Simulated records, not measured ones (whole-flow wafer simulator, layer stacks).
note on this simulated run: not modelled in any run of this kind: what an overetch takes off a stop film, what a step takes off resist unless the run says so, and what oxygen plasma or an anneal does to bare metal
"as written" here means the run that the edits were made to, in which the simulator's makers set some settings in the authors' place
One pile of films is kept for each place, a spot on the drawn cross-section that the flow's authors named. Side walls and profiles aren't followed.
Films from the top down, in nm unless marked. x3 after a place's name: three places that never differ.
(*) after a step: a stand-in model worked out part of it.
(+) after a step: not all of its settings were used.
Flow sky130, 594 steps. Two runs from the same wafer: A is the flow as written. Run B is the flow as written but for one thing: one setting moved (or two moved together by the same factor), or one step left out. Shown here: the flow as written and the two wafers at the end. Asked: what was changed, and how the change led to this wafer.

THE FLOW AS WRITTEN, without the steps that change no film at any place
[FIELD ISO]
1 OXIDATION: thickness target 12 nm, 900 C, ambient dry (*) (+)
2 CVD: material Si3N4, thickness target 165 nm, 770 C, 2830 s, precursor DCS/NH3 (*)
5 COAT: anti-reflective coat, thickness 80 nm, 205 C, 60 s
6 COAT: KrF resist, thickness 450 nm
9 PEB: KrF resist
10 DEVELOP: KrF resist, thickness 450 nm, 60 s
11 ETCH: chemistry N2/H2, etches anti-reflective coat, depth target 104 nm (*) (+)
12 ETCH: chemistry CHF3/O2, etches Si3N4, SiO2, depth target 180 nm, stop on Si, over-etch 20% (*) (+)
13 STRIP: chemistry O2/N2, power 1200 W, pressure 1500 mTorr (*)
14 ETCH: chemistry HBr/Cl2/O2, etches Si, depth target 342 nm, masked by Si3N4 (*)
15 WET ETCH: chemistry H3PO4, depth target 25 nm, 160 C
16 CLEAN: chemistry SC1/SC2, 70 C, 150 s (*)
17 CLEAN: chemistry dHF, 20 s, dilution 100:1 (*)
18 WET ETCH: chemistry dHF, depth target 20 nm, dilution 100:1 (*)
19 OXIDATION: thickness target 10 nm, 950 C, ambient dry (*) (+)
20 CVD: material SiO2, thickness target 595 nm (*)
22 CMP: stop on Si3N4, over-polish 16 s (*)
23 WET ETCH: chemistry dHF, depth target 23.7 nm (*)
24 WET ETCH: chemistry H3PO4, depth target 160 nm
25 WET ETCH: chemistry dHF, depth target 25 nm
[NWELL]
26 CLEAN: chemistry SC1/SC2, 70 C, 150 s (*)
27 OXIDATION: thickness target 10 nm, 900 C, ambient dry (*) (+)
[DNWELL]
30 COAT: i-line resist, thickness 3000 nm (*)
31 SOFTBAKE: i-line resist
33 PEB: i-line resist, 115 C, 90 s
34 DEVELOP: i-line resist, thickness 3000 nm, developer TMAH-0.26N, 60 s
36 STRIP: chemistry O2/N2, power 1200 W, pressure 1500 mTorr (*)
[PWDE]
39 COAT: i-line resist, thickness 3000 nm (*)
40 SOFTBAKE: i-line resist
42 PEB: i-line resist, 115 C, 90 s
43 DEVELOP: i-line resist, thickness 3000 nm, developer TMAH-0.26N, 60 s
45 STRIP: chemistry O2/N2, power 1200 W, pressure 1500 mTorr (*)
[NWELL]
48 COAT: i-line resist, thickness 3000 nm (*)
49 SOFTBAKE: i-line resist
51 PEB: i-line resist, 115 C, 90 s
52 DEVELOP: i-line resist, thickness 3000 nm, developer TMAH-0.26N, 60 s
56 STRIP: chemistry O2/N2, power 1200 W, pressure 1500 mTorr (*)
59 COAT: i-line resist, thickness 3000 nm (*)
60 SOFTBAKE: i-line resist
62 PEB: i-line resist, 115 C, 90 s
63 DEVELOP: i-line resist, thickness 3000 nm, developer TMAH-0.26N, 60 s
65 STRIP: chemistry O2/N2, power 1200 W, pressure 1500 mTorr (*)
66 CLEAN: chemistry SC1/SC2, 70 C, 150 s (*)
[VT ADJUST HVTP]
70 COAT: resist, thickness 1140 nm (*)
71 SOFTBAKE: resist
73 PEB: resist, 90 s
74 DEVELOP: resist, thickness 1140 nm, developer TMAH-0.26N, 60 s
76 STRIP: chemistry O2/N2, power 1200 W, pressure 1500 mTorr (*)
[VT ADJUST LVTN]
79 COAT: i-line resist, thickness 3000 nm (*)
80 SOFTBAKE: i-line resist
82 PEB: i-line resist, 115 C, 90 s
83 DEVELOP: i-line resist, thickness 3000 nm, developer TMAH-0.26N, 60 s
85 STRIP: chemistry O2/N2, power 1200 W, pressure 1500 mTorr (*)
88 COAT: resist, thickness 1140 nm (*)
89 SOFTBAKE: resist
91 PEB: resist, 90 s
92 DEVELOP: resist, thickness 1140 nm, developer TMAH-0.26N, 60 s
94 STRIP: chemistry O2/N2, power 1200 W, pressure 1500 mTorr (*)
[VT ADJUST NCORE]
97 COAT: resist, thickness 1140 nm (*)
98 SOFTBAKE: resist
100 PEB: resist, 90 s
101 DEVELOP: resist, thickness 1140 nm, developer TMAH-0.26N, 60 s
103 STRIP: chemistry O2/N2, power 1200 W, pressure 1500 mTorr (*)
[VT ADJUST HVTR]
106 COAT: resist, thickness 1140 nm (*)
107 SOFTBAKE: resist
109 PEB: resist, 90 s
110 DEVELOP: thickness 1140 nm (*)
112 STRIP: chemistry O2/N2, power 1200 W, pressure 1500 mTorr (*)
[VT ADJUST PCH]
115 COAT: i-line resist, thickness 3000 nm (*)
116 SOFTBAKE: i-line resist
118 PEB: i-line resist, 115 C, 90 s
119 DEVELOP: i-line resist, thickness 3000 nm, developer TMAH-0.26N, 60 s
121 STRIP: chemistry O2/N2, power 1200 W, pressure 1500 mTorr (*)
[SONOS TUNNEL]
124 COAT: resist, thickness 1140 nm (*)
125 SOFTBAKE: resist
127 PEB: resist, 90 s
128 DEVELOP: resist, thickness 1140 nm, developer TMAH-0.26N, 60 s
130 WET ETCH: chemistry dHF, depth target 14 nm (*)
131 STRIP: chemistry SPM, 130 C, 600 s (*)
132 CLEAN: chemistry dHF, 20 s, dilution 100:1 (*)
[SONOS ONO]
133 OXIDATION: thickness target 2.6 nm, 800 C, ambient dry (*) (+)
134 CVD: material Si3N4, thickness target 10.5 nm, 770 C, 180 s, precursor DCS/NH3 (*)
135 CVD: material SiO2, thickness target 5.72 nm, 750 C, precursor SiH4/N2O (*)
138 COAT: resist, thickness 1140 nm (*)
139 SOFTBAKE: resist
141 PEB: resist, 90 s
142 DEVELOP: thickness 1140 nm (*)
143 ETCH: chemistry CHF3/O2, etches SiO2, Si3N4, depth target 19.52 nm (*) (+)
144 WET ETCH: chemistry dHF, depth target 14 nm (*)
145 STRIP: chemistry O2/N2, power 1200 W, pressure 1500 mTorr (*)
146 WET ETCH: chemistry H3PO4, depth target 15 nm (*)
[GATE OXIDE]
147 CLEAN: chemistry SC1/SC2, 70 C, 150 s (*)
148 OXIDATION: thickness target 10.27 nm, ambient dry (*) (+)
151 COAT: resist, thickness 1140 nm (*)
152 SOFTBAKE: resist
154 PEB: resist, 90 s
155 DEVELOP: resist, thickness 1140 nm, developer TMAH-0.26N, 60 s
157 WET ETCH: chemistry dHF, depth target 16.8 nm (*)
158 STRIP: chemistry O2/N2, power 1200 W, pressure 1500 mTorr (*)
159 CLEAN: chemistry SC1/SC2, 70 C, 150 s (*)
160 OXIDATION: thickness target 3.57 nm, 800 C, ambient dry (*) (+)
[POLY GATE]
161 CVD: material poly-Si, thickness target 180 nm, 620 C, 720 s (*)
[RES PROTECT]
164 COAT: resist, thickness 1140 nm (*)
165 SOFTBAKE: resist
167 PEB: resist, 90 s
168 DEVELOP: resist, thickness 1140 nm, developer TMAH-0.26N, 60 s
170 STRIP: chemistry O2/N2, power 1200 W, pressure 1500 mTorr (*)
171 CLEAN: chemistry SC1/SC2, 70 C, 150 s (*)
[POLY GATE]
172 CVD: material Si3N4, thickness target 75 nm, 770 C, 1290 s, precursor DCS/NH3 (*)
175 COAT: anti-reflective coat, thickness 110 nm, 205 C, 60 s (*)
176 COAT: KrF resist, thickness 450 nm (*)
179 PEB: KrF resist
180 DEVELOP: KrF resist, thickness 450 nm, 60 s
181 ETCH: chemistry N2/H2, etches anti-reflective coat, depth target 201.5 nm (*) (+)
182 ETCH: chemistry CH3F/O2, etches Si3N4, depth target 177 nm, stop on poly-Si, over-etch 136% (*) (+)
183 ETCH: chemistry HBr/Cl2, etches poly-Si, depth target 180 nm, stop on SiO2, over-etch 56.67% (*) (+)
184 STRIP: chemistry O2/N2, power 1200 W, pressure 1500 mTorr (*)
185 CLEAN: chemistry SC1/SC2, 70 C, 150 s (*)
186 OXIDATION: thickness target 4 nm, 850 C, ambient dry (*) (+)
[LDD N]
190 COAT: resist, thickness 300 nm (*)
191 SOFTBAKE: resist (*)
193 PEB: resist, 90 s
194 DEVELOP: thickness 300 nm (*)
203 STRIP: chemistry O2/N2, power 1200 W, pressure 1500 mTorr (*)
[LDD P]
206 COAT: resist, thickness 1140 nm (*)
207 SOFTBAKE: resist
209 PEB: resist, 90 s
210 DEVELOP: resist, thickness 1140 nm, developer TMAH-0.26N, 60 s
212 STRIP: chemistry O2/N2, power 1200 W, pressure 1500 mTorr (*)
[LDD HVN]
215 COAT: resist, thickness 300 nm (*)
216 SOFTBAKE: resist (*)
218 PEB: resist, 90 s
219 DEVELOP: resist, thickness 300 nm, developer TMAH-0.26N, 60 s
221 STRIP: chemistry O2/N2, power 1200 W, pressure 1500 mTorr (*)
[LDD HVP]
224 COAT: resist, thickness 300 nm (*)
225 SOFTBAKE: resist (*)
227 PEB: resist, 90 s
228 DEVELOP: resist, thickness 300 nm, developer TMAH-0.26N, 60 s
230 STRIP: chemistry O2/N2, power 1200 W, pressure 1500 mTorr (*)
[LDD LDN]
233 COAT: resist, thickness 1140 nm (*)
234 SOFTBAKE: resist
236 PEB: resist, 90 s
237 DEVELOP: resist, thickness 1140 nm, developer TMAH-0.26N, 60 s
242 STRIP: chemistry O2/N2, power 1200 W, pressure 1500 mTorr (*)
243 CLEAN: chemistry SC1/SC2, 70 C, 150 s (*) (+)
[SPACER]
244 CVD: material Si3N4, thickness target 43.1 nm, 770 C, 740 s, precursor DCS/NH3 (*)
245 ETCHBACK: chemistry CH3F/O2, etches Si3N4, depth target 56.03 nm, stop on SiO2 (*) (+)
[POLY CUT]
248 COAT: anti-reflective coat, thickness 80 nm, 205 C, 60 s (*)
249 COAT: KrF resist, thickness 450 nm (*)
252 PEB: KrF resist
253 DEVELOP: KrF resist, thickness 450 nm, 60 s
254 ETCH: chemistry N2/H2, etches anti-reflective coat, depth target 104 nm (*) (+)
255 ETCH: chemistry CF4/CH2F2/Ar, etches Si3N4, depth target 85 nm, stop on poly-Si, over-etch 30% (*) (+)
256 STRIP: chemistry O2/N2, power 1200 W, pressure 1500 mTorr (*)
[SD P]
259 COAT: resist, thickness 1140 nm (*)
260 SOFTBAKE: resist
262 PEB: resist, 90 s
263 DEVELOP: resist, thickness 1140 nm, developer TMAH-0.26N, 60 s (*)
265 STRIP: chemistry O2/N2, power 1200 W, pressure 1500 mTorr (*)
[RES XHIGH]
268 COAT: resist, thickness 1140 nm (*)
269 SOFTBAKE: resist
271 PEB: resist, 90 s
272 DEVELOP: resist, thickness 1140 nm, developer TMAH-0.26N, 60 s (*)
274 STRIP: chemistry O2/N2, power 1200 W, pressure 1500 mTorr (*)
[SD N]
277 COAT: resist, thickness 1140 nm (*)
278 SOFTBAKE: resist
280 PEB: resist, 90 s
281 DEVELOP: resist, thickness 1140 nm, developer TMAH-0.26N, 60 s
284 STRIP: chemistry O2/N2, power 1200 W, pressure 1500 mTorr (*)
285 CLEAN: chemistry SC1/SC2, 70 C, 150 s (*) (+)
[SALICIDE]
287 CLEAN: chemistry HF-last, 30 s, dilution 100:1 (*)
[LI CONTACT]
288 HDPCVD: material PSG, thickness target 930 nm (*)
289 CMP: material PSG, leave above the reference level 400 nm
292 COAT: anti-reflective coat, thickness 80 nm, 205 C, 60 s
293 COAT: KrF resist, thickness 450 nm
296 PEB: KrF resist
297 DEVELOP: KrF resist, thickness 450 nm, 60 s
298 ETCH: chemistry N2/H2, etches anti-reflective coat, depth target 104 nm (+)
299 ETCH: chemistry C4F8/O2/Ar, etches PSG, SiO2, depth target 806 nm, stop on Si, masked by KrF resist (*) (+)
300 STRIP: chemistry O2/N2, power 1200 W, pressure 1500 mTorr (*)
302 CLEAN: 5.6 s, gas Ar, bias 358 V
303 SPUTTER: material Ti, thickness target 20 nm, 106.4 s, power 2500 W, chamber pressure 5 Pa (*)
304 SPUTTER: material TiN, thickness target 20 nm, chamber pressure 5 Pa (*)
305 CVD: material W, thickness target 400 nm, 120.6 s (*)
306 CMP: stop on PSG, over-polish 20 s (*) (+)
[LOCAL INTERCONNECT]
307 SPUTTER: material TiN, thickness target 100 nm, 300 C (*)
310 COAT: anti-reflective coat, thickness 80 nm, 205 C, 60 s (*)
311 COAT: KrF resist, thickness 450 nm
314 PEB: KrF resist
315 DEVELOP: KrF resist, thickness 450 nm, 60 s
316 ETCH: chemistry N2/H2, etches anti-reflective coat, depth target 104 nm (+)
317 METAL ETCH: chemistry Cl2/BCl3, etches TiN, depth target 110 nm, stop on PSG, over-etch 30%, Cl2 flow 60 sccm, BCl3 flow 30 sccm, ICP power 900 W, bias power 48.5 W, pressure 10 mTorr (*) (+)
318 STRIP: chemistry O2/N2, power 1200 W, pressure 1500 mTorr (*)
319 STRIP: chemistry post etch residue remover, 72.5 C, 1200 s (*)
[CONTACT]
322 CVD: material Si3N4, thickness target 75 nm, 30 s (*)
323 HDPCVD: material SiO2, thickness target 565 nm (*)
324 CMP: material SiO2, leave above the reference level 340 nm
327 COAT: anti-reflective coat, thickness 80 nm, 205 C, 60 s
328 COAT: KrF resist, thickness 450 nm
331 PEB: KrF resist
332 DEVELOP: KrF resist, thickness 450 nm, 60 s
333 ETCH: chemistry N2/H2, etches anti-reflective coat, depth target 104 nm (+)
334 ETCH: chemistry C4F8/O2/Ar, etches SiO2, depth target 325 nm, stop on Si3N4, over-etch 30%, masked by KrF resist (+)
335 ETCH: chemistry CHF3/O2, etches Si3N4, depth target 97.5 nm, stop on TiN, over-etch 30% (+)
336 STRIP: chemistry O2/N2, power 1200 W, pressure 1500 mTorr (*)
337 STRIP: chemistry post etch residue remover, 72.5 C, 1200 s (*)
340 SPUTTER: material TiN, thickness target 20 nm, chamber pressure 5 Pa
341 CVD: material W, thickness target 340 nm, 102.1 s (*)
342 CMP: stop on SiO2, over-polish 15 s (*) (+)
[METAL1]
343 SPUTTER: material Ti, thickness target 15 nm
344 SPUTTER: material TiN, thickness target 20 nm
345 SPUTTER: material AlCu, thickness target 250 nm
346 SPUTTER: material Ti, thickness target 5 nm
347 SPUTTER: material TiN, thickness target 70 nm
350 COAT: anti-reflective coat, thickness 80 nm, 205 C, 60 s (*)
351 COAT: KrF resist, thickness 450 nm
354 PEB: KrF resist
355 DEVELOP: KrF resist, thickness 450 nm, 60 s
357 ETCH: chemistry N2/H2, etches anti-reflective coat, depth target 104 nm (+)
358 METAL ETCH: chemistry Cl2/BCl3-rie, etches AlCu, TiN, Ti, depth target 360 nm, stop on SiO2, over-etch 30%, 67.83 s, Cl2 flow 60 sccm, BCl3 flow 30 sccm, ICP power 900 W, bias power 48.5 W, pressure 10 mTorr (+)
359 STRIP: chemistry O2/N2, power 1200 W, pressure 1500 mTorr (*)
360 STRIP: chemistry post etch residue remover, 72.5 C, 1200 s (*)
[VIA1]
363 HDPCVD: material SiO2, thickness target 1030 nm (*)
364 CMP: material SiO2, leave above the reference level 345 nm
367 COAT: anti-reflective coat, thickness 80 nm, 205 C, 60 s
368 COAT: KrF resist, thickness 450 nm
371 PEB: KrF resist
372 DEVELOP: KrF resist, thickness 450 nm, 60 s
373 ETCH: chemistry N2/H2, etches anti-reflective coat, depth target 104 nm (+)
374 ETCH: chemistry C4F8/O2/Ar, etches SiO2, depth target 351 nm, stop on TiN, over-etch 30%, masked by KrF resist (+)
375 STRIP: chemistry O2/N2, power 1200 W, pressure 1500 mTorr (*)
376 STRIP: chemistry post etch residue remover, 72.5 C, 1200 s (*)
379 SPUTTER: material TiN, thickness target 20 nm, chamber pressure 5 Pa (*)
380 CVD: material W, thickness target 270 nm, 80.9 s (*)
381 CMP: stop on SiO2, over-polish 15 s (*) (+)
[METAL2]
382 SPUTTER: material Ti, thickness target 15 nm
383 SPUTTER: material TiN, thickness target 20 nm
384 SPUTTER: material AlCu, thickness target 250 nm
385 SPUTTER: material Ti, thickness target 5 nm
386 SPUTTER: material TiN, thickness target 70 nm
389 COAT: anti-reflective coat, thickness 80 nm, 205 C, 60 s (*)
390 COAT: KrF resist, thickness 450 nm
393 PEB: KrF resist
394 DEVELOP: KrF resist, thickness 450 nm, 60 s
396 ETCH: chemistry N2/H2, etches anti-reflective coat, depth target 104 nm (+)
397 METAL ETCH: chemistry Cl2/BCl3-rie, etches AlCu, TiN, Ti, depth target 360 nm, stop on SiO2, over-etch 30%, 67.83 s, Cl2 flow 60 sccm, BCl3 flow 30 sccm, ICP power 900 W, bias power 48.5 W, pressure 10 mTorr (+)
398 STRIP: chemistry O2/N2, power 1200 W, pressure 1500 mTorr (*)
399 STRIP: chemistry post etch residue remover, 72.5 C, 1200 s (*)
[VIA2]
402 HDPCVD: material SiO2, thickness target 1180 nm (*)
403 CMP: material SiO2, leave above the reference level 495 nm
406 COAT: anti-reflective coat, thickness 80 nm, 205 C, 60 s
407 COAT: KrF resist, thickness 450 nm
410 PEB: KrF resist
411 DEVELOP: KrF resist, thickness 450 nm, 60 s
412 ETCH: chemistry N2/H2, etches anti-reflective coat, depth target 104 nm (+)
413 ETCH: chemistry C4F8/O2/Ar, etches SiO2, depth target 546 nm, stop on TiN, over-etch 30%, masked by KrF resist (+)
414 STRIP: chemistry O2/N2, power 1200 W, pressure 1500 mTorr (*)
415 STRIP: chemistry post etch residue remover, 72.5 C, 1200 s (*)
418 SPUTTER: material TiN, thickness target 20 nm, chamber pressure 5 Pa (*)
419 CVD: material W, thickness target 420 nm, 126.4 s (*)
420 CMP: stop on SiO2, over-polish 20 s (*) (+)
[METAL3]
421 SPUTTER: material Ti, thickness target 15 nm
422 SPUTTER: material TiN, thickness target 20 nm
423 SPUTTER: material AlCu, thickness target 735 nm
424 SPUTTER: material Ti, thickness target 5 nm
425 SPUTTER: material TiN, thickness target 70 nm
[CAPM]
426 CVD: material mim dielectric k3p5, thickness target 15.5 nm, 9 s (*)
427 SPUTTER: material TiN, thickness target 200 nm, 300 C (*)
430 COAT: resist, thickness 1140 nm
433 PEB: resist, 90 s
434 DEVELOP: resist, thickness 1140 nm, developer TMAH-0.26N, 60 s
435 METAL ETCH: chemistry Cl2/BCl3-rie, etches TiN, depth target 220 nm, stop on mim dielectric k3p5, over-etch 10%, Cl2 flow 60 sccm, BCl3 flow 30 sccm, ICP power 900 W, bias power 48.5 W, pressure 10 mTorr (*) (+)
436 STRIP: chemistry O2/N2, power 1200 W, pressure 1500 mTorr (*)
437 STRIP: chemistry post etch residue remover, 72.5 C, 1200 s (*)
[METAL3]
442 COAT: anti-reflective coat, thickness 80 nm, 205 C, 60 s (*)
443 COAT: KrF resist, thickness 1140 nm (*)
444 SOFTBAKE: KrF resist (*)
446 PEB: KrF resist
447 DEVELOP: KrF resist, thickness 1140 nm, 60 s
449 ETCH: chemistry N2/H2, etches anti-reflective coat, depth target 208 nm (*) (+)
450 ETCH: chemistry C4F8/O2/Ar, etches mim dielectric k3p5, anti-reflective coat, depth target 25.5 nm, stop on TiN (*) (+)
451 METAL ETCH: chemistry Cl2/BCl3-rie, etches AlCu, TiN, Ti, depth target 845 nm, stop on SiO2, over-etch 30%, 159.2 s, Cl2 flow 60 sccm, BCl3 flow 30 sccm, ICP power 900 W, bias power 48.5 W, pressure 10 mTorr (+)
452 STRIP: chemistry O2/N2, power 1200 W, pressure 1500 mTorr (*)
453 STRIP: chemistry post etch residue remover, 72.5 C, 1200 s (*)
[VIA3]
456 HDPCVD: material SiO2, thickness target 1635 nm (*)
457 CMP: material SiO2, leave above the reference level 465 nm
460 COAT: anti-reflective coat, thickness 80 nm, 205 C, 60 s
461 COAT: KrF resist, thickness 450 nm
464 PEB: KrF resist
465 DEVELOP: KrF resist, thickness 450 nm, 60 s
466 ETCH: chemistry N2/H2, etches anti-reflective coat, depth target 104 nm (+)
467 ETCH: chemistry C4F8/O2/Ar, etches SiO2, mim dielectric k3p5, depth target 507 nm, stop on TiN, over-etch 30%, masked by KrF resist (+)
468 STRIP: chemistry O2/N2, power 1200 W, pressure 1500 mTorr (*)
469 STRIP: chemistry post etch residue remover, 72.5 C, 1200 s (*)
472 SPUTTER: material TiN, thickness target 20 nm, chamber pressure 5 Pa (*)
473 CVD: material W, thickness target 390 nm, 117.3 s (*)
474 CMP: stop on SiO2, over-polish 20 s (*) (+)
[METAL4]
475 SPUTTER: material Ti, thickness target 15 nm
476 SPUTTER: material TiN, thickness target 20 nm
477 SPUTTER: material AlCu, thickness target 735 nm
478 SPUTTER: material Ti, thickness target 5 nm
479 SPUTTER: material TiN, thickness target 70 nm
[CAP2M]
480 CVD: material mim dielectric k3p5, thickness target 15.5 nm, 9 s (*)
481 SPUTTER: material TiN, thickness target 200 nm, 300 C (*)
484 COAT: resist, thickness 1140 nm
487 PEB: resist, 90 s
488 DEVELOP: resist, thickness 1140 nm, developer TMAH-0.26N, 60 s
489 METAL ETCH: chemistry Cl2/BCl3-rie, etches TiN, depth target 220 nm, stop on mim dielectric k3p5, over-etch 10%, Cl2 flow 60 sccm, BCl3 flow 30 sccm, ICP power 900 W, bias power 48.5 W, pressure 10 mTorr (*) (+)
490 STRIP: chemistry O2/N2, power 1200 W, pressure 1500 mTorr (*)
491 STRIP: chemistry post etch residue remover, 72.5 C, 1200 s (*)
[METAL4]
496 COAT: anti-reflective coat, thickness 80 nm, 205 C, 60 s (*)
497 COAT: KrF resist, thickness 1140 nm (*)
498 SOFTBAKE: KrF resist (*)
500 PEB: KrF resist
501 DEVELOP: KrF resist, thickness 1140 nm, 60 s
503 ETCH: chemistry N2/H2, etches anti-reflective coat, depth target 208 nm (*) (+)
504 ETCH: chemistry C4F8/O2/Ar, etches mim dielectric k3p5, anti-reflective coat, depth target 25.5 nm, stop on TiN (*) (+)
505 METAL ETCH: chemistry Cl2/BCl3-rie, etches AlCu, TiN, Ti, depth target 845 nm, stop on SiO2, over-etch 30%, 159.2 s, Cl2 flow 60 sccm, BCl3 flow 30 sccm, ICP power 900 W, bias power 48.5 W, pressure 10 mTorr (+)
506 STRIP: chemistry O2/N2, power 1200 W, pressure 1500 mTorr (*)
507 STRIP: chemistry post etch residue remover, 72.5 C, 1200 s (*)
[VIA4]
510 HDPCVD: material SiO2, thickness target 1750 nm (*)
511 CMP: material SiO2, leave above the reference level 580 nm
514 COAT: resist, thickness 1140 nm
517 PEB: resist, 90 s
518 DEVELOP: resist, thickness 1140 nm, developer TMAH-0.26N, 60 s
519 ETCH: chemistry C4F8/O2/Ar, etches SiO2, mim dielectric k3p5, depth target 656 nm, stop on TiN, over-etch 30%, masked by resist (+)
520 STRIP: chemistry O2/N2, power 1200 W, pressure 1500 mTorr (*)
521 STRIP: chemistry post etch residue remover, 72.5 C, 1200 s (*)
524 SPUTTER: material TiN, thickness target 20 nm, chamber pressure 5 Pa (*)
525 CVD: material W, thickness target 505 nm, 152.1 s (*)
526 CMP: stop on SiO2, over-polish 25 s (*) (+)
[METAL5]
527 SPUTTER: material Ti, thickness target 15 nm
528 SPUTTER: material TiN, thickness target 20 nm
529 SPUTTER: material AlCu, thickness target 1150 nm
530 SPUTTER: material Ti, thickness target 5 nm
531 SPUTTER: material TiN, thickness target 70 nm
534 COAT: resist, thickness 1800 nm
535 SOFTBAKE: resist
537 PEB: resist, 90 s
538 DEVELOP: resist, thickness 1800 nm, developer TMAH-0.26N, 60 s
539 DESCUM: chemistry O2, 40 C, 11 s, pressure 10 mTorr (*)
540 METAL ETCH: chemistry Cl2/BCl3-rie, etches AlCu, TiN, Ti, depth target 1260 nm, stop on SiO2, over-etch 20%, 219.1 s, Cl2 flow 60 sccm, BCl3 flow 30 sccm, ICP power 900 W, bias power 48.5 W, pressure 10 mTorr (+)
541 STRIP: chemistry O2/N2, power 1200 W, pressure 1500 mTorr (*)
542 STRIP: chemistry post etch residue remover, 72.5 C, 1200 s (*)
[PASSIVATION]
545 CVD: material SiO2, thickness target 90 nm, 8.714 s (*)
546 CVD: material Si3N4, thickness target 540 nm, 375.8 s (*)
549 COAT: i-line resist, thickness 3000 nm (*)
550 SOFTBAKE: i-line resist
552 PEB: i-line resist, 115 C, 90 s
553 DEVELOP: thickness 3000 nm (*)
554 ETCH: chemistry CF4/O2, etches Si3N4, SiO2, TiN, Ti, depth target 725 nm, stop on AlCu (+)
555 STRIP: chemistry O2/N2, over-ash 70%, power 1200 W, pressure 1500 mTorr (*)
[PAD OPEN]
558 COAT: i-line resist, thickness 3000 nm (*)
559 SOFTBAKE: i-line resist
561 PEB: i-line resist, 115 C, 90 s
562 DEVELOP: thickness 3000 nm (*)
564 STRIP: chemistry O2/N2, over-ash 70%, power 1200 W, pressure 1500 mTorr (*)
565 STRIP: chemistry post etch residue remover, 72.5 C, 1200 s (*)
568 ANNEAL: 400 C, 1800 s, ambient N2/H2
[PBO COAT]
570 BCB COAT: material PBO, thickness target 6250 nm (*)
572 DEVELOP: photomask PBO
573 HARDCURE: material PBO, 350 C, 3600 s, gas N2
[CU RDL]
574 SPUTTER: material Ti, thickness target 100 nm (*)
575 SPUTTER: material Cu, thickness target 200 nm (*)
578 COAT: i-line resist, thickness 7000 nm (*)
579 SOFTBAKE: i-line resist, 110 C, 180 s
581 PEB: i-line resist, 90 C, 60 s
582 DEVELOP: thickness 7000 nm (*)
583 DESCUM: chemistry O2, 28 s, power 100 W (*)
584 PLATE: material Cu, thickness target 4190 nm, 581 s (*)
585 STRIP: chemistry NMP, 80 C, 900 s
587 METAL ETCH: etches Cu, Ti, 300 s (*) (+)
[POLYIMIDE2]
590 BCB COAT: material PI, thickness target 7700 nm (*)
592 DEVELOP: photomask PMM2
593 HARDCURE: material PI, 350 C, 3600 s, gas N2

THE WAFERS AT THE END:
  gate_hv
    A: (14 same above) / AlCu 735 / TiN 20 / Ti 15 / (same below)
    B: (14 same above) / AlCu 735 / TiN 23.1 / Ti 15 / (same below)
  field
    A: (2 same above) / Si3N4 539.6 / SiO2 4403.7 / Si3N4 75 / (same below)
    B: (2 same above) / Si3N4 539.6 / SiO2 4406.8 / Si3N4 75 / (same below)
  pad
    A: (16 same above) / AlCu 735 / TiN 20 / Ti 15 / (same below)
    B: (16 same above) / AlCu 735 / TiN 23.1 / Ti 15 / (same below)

The cause: step 422, SPUTTER: thickness target 23.1 nm was run, where the flow has thickness target 20 nm.
It can be read off the wafer: gate_hv has TiN 23.1, and step 422 as written asks for 20 nm.

How the change led to this, step by step:
  422 SPUTTER: material TiN, thickness target 20 nm
      field, active, n_well and 188 more: A TiN +20 (new film) | B TiN +23.1 (new film)
  451 METAL ETCH: chemistry Cl2/BCl3-rie, etches AlCu, TiN, Ti, depth target 845 nm, stop on SiO2, over-etch 30%, 159.2 s, Cl2 flow 60 sccm, BCl3 flow 30 sccm, ICP power 900 W, bias power 48.5 W, pressure 10 mTorr (+)
      field, active, gate and 69 more: A TiN -70 (all of it), Ti -5 (all of it), AlCu -735 (all of it), TiN -20 (all of it), Ti -15 (all of it), SiO2 -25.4 | B TiN -70 (all of it), Ti -5 (all of it), AlCu -735 (all of it), TiN -23.1 (all of it), Ti -15 (all of it), SiO2 -25
      vpp_ln, vpp_iso2, ndiff_ln and 10 more: A TiN -70 (all of it), Ti -5 (all of it), AlCu -735 (all of it), TiN -20 (all of it), Ti -15 (all of it), SiO2 -25.3 | B TiN -70 (all of it), Ti -5 (all of it), AlCu -735 (all of it), TiN -23.1 (all of it), Ti -15 (all of it), SiO2 -25
